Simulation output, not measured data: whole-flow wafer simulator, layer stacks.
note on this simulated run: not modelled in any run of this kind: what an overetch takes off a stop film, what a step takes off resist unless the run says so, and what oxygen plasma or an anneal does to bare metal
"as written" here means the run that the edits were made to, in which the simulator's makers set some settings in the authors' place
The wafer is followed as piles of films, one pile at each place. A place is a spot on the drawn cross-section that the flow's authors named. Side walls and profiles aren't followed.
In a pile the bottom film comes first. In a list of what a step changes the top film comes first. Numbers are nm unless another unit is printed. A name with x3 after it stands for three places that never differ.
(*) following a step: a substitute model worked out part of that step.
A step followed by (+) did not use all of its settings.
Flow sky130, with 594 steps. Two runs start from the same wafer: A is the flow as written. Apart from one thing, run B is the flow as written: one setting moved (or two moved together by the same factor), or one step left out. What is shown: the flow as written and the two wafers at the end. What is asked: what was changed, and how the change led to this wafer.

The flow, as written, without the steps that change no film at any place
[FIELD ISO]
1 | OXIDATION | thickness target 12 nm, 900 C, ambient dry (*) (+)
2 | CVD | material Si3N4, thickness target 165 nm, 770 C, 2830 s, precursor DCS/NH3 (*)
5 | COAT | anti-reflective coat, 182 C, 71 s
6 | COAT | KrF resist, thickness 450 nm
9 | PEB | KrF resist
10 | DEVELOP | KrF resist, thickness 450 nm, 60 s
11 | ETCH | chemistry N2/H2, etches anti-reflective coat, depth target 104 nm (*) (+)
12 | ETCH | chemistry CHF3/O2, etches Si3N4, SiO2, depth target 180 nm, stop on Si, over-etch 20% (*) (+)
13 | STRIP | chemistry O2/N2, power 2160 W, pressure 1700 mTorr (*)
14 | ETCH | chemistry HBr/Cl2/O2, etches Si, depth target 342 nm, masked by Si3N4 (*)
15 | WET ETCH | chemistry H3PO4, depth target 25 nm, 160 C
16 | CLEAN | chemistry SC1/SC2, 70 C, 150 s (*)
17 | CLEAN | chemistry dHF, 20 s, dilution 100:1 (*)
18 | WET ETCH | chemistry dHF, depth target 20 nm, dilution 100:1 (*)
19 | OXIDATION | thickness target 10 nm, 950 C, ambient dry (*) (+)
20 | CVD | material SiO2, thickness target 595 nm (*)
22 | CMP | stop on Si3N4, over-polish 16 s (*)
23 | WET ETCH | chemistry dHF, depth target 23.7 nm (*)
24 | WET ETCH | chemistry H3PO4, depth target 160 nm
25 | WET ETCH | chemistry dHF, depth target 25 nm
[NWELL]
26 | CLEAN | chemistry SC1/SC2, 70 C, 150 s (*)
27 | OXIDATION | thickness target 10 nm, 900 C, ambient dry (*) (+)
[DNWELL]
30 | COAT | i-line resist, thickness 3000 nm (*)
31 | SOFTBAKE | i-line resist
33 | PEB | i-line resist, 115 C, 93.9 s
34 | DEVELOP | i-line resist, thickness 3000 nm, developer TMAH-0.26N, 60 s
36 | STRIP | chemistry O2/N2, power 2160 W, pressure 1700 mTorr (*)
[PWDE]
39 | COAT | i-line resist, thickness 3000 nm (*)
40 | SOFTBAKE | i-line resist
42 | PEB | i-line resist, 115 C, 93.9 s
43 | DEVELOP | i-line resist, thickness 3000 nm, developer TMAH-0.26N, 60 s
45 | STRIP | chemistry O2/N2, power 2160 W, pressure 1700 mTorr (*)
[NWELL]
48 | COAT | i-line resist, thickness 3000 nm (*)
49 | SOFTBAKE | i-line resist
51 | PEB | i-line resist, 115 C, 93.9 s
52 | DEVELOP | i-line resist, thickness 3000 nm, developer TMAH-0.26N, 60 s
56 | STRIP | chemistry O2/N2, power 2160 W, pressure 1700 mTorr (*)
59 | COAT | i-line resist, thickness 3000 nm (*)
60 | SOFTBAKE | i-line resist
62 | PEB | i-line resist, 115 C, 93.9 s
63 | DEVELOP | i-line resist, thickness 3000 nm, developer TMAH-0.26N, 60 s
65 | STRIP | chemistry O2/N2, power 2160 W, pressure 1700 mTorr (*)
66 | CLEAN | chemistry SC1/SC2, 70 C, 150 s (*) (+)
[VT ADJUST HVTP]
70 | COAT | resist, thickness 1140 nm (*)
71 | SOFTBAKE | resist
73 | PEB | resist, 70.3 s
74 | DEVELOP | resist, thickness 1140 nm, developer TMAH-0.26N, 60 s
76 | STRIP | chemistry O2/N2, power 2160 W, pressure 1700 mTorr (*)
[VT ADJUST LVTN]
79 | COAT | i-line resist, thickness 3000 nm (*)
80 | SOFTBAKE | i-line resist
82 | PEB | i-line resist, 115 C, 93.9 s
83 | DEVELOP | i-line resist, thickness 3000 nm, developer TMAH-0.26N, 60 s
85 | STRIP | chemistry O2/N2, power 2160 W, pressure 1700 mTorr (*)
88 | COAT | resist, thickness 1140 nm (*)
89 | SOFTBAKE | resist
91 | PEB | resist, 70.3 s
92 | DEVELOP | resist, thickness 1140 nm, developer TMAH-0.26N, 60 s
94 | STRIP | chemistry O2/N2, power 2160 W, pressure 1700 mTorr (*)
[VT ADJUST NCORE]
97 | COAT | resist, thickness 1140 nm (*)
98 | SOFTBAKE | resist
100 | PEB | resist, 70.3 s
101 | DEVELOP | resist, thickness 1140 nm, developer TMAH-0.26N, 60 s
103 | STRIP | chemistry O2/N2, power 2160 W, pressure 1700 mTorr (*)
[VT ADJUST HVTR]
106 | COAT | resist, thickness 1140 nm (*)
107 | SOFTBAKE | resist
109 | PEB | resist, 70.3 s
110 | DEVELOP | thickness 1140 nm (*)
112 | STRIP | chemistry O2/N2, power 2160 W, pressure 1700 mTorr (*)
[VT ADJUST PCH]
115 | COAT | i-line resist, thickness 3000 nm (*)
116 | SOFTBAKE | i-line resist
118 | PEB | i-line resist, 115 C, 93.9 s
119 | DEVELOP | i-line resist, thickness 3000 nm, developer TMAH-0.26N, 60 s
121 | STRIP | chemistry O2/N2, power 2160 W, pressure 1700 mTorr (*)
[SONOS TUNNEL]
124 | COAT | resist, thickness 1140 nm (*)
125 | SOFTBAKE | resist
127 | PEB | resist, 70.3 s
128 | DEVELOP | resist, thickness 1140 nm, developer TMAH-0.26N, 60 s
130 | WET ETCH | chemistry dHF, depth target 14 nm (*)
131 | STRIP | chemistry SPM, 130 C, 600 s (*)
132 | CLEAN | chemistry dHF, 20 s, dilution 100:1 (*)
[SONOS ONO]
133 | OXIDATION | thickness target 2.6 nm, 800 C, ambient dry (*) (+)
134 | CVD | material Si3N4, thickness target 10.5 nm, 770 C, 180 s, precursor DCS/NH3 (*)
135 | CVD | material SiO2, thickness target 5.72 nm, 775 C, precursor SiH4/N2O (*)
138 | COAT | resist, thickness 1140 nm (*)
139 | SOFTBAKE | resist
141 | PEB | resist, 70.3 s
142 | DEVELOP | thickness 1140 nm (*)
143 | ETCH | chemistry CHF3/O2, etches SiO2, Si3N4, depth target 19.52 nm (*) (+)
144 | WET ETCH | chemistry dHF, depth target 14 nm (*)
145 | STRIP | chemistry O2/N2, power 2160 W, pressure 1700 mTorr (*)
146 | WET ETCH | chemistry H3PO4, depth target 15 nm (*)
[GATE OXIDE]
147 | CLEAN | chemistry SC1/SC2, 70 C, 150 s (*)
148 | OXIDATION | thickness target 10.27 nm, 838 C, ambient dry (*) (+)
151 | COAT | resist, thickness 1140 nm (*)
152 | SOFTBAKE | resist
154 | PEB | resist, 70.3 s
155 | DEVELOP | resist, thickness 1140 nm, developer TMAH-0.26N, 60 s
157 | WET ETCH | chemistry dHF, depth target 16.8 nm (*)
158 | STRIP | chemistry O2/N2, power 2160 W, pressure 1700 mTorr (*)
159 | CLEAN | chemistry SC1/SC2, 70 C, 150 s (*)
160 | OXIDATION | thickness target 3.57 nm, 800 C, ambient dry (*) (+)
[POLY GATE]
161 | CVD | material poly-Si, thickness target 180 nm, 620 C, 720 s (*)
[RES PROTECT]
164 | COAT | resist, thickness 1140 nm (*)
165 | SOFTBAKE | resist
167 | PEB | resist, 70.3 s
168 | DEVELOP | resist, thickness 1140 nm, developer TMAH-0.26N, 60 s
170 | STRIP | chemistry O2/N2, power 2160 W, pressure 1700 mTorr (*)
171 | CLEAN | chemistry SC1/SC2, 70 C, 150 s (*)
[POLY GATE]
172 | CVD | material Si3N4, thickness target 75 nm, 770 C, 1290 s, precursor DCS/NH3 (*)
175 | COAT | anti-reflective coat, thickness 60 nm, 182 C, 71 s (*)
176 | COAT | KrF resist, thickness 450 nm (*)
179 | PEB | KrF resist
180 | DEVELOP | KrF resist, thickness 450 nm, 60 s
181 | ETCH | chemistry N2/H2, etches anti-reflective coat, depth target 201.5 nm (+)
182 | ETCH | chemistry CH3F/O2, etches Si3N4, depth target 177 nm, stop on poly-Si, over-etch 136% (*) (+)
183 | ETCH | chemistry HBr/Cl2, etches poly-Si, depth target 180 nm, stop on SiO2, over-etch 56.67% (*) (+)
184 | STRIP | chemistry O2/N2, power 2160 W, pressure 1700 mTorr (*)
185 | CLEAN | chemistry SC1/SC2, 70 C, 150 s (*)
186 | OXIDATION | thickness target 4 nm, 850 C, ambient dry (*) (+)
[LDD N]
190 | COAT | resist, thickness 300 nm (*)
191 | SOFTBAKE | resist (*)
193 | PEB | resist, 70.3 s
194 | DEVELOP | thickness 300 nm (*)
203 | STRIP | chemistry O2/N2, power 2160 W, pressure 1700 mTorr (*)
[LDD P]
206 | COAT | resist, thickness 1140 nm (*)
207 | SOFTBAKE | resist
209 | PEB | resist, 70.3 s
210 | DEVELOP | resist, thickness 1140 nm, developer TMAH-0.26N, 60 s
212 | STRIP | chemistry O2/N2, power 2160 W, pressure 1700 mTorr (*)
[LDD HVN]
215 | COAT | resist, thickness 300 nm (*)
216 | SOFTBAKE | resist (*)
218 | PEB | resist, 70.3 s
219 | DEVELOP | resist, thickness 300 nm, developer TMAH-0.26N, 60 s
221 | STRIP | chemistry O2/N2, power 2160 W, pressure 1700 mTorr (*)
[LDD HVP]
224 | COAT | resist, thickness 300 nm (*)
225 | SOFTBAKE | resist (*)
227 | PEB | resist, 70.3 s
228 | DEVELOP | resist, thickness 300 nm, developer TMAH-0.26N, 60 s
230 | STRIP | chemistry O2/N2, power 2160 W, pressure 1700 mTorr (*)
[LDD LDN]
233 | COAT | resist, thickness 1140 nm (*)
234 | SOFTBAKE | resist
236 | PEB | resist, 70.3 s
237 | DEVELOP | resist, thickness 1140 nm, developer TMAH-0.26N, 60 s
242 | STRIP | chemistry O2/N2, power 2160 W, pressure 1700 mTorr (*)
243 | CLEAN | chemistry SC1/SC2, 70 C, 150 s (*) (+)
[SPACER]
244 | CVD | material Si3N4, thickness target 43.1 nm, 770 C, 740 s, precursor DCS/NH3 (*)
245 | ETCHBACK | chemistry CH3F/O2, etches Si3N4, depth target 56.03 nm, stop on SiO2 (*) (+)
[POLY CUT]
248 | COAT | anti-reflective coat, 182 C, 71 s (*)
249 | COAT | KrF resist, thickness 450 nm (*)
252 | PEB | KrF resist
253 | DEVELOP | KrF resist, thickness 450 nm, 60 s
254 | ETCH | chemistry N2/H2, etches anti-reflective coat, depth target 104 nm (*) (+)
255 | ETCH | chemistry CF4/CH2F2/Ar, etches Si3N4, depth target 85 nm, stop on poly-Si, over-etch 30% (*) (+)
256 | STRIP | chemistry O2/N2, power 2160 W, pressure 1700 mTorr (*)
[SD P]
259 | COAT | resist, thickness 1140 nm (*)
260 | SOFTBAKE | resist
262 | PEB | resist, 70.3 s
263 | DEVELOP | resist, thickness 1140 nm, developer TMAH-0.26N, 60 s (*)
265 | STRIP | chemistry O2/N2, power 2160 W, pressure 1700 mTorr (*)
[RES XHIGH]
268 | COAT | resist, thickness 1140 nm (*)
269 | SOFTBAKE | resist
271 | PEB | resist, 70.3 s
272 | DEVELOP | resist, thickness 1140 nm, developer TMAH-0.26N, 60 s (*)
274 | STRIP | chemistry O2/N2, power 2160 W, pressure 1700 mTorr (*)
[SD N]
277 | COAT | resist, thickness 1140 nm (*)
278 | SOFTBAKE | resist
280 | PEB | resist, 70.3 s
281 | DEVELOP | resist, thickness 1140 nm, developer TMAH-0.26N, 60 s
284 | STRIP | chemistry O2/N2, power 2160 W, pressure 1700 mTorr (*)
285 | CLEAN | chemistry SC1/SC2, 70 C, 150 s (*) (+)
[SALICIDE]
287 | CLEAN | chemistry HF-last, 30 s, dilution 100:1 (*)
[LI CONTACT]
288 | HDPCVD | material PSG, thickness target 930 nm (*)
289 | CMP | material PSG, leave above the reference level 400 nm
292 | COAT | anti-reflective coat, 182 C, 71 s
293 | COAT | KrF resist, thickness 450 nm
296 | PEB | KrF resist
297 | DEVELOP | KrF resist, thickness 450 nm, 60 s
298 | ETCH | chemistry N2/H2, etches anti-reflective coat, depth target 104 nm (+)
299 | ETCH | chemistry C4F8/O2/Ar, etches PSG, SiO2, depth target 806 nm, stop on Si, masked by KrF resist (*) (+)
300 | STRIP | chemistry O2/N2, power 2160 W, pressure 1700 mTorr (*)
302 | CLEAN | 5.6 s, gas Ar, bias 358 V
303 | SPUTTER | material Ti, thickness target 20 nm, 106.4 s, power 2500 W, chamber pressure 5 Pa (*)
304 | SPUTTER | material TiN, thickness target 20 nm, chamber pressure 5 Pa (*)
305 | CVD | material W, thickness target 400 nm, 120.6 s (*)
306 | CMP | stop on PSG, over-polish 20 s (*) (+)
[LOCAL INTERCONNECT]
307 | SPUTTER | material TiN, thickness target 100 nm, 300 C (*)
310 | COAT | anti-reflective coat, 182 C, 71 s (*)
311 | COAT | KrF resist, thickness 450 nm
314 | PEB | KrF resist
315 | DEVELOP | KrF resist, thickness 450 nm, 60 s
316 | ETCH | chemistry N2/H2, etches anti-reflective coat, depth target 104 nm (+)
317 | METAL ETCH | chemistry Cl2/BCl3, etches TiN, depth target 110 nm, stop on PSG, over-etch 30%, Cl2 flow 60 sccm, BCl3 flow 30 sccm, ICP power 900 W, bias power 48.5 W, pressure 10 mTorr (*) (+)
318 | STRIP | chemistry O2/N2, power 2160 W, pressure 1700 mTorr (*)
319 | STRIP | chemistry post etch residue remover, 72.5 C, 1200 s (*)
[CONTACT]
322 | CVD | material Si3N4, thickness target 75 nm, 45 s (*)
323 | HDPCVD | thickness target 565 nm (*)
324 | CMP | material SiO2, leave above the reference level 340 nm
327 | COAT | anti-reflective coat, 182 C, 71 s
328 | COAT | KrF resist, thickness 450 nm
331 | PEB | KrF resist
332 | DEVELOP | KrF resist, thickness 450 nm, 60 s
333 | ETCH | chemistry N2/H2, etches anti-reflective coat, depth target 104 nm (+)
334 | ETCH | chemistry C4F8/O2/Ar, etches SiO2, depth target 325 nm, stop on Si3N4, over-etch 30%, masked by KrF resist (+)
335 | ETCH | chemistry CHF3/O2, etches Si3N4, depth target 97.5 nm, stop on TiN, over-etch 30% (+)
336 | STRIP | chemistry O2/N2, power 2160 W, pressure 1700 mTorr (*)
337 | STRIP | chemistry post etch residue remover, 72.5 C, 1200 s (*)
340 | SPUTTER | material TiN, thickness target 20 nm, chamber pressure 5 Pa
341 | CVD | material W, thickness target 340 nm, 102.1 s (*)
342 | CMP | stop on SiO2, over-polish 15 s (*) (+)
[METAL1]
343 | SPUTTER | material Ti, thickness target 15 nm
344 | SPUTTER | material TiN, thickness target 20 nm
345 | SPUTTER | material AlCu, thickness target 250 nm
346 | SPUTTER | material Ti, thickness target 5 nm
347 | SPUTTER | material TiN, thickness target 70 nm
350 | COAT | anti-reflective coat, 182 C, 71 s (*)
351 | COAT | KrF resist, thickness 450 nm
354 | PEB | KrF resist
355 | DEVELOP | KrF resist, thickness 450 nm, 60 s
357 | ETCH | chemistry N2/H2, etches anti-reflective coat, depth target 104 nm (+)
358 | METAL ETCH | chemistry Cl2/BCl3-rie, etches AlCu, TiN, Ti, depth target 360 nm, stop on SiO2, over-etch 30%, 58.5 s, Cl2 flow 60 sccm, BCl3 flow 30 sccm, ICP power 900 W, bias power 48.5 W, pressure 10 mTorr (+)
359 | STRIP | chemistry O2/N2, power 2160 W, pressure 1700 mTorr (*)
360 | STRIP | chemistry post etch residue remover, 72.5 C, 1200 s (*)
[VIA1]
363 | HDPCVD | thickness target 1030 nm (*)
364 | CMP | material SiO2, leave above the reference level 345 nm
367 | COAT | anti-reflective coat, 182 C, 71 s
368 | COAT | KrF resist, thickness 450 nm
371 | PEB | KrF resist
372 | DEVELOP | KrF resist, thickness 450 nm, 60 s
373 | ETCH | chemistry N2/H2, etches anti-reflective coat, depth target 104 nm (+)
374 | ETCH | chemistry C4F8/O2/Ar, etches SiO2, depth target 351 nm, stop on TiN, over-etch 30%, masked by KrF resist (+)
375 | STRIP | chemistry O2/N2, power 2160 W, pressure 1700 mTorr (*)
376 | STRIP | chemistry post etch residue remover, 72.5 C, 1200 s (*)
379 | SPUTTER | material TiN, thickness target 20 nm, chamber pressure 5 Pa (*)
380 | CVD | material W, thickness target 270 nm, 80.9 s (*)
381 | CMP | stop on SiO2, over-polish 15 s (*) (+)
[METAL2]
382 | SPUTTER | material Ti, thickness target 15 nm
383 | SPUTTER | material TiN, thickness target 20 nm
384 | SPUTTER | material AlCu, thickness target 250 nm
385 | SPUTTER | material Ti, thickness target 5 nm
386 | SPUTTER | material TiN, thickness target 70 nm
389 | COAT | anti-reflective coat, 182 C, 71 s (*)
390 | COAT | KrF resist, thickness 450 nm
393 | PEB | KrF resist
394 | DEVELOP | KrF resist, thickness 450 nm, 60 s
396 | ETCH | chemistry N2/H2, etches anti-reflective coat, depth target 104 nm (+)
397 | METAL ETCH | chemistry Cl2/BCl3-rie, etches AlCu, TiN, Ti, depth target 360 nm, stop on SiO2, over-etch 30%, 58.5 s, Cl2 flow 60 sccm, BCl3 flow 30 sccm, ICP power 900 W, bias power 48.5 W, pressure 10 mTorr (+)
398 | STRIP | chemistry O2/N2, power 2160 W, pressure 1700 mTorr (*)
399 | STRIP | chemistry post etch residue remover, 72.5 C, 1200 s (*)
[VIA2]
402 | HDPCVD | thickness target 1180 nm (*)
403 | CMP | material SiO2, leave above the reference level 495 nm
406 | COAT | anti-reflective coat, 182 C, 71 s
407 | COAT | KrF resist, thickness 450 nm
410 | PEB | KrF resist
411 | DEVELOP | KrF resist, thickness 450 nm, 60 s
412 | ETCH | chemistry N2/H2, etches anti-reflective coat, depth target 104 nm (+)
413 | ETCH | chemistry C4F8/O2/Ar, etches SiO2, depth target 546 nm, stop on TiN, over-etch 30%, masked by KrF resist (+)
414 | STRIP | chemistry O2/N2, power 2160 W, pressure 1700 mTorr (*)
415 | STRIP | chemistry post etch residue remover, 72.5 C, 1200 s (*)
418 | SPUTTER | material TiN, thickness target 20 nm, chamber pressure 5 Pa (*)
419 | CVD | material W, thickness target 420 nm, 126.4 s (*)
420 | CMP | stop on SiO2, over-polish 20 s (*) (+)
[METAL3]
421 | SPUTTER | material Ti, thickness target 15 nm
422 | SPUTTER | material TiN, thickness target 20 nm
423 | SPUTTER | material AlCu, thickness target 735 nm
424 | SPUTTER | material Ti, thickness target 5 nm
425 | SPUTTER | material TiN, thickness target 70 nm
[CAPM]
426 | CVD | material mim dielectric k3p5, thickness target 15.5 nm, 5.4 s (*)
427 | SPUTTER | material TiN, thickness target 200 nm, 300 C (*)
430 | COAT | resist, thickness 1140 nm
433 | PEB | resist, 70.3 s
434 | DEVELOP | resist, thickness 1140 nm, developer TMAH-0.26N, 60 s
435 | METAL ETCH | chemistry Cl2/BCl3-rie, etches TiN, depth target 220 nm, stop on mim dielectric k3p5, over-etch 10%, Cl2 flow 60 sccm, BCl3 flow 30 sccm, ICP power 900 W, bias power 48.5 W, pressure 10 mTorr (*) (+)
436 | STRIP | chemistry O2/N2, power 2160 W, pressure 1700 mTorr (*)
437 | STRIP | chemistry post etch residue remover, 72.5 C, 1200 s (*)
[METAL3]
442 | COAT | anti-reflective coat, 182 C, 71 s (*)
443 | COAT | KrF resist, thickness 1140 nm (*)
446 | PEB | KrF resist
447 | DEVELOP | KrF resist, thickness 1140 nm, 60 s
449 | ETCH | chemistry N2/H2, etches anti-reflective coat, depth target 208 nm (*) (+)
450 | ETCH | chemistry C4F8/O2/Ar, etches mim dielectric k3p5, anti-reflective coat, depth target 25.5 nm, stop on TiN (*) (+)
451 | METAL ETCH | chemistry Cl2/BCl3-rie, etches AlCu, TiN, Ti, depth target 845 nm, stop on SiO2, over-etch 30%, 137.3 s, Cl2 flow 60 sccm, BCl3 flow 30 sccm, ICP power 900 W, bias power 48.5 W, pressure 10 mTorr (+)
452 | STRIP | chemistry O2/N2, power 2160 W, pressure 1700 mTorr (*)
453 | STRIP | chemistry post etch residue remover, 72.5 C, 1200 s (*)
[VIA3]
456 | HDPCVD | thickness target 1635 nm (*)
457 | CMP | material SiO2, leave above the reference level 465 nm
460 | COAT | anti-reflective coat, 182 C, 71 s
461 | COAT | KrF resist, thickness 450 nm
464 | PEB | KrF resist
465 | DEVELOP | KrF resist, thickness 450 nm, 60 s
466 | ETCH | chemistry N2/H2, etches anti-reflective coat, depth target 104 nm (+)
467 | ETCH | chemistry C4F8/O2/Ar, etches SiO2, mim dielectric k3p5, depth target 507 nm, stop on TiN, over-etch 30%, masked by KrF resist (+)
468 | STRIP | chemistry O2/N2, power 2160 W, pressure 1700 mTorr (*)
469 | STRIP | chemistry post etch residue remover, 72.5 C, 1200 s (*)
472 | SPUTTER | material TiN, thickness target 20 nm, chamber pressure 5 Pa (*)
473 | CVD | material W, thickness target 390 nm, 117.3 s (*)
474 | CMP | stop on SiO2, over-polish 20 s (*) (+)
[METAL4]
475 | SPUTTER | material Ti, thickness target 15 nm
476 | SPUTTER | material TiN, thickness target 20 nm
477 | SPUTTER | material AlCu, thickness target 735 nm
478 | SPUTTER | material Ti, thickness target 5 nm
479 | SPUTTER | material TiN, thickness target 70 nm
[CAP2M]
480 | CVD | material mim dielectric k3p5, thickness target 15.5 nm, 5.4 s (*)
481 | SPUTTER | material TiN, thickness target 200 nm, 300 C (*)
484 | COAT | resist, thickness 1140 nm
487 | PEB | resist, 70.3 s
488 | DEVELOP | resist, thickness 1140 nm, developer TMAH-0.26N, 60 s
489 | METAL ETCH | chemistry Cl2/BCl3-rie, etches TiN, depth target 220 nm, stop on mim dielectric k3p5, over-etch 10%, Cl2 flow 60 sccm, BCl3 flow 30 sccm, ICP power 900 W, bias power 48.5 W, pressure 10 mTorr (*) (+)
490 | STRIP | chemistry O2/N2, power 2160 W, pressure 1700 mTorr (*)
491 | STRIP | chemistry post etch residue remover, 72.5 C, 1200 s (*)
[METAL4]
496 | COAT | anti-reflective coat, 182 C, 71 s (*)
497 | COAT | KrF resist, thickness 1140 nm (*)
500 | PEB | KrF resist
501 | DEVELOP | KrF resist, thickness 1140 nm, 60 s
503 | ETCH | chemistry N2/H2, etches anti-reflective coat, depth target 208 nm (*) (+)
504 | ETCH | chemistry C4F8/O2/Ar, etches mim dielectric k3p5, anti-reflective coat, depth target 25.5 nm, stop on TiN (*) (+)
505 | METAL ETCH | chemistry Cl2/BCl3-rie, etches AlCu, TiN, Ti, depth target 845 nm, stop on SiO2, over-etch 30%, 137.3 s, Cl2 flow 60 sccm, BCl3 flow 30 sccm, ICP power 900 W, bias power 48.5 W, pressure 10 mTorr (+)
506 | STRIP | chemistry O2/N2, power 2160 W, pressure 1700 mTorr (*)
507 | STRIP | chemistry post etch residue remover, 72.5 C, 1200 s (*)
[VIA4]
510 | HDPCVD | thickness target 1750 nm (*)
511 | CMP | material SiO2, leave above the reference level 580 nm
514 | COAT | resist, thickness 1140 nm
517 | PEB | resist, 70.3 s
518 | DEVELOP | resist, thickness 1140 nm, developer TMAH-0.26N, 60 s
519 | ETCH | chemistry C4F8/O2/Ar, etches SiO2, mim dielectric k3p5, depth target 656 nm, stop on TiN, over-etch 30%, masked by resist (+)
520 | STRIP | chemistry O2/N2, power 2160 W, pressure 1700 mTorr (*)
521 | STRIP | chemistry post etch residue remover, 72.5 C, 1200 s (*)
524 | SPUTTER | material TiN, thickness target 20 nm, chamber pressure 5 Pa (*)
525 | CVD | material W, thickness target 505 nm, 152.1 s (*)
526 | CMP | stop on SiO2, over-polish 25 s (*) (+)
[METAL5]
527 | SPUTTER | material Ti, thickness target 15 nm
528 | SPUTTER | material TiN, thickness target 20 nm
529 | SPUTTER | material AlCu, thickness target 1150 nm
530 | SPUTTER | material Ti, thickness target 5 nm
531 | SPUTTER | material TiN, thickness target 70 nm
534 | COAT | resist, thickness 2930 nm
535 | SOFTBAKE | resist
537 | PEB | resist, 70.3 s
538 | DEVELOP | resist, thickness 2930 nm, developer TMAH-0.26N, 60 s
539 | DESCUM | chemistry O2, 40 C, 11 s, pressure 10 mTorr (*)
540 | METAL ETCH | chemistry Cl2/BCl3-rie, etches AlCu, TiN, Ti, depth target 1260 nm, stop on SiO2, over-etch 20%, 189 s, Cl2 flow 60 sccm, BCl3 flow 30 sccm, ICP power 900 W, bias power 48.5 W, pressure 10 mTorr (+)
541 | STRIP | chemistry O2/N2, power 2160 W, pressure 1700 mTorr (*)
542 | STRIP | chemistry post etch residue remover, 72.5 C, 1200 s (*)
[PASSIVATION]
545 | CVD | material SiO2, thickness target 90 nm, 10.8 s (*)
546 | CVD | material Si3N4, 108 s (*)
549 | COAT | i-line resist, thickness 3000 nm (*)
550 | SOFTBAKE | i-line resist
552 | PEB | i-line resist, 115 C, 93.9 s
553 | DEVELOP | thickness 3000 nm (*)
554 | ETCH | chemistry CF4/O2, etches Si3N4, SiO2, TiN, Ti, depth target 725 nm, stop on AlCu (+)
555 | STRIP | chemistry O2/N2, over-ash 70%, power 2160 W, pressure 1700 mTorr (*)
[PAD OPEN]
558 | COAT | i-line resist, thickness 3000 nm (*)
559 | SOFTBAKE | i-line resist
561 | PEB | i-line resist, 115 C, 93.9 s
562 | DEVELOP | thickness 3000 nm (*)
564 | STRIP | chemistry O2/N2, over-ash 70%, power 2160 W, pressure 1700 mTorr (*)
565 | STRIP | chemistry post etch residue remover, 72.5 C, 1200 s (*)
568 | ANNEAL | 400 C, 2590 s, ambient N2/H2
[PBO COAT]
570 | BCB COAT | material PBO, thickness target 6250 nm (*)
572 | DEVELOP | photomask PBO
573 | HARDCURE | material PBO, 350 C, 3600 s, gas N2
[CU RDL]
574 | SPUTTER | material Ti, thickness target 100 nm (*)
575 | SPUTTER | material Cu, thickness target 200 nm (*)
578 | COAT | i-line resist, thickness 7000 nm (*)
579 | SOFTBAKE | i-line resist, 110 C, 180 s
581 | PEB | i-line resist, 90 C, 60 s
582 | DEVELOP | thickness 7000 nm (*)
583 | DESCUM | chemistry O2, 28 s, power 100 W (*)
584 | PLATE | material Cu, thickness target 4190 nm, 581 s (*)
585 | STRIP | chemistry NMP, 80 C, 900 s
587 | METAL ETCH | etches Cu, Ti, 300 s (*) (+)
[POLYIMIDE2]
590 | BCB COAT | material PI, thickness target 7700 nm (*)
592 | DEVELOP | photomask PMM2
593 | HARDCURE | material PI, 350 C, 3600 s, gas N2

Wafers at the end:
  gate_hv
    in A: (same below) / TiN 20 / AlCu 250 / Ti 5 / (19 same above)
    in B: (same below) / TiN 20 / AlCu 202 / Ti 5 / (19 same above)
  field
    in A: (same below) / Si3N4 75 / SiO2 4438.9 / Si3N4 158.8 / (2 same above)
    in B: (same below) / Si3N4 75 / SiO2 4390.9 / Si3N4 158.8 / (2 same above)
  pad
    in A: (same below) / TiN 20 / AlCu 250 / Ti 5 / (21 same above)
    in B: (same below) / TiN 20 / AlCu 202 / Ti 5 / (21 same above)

What caused this: step 384, SPUTTER: thickness target 202 nm was run, though the flow has thickness target 250 nm.
One can read it off the wafer: gate_hv has AlCu 202, and step 384 as written asks for 250 nm.

Step by step, how the change led to this:
  384 | SPUTTER | material AlCu, thickness target 250 nm
      field, active, n_well and 188 more: A +250 AlCu (new film) | B +202 AlCu (new film)
  397 | METAL ETCH | chemistry Cl2/BCl3-rie, etches AlCu, TiN, Ti, depth target 360 nm, stop on SiO2, over-etch 30%, 58.5 s, Cl2 flow 60 sccm, BCl3 flow 30 sccm, ICP power 900 W, bias power 48.5 W, pressure 10 mTorr (+)
      field, active, gate and 82 more: A -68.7 TiN (all of it), -5 Ti (all of it), -250 AlCu (all of it), -20 TiN (all of it), -15 Ti (all of it), -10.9 SiO2 | B -68.7 TiN (all of it), -5 Ti (all of it), -202 AlCu (all of it), -20 TiN (all of it), -15 Ti (all of it), -15.7 SiO2
  403 | CMP | material SiO2, leave above the reference level 495 nm
      field, active, gate and 82 more: A -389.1 SiO2 | B -432.3 SiO2
